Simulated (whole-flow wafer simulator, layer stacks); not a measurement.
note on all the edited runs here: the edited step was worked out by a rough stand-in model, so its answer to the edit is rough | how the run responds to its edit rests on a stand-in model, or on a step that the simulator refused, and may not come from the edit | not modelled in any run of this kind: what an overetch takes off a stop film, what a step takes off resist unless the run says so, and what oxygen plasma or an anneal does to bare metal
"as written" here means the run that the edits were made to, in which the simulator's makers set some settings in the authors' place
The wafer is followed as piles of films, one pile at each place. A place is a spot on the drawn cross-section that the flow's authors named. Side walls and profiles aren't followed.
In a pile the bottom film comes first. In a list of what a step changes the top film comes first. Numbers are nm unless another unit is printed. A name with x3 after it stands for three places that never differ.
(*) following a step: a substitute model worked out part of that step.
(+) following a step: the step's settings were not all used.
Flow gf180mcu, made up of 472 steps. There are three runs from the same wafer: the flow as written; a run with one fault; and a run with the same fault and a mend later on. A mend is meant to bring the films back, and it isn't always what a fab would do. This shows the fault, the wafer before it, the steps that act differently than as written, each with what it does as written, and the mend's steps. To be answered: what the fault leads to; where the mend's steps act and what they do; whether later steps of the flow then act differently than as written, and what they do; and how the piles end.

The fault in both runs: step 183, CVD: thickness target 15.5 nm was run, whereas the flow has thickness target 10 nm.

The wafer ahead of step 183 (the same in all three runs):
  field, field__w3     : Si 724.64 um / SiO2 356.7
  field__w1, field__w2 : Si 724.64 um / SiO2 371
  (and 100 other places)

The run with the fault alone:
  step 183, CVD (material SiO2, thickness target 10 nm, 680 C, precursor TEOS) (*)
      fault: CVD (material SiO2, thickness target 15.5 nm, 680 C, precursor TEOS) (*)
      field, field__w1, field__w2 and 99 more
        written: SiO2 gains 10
        fault: SiO2 gains 15.5
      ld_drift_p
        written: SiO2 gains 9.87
        fault: SiO2 gains 15.3
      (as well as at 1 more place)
  Steps further on in the flow that do not act as written (21 other steps are not shown; they differ only slightly, by no more than 2% or 0.5 nm, whichever is larger):
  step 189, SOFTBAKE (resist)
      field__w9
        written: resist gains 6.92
        fault: resist loses 3.07
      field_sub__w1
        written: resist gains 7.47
        fault: resist gains 9.77
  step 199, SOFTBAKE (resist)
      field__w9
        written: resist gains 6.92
        fault: resist loses 3.07
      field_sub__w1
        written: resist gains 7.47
        fault: resist gains 9.77
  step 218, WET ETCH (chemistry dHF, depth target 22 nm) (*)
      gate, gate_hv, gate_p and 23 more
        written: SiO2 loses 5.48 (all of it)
        fault: SiO2 loses 11 (all of it)
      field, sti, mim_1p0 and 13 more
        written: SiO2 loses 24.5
        fault: SiO2 loses 25.3
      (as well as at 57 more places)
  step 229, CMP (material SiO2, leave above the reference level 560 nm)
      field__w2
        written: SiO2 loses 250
        fault: SiO2 loses 255.8
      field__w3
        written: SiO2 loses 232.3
        fault: SiO2 loses 238
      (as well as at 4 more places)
  The piles end different from the flow's at spacer by more than 2% or 0.5 nm, whichever is larger.
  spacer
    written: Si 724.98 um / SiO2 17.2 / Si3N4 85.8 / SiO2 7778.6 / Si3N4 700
    fault: Si 724.98 um / SiO2 22.7 / Si3N4 85.8 / SiO2 7773.1 / Si3N4 700

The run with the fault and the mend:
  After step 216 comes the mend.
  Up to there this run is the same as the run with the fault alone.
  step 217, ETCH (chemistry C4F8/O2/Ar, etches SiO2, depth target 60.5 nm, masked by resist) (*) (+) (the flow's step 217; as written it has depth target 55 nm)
      field, field__w1, field__w2 and 96 more
        SiO2 loses 60.5
      field__w5, field__w9, field__w13 and 8 more
        resist loses 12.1
      spacer
        SiO2 loses 50 (all of it), Si3N4 loses 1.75
  Steps further on in the flow that do not act as written (8 other steps are not shown; they differ only slightly, by no more than 2% or 0.5 nm, whichever is larger):
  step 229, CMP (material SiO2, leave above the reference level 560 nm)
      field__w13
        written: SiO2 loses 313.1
        mend: SiO2 loses 320.2
  The piles end different from the flow's at spacer by more than 2% or 0.5 nm, whichever is larger.
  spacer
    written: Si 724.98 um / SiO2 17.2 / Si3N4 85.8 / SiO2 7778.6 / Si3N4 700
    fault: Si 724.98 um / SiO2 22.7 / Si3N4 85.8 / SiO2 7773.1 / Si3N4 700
    mend: Si 724.98 um / SiO2 22.7 / Si3N4 84.9 / SiO2 7774 / Si3N4 700
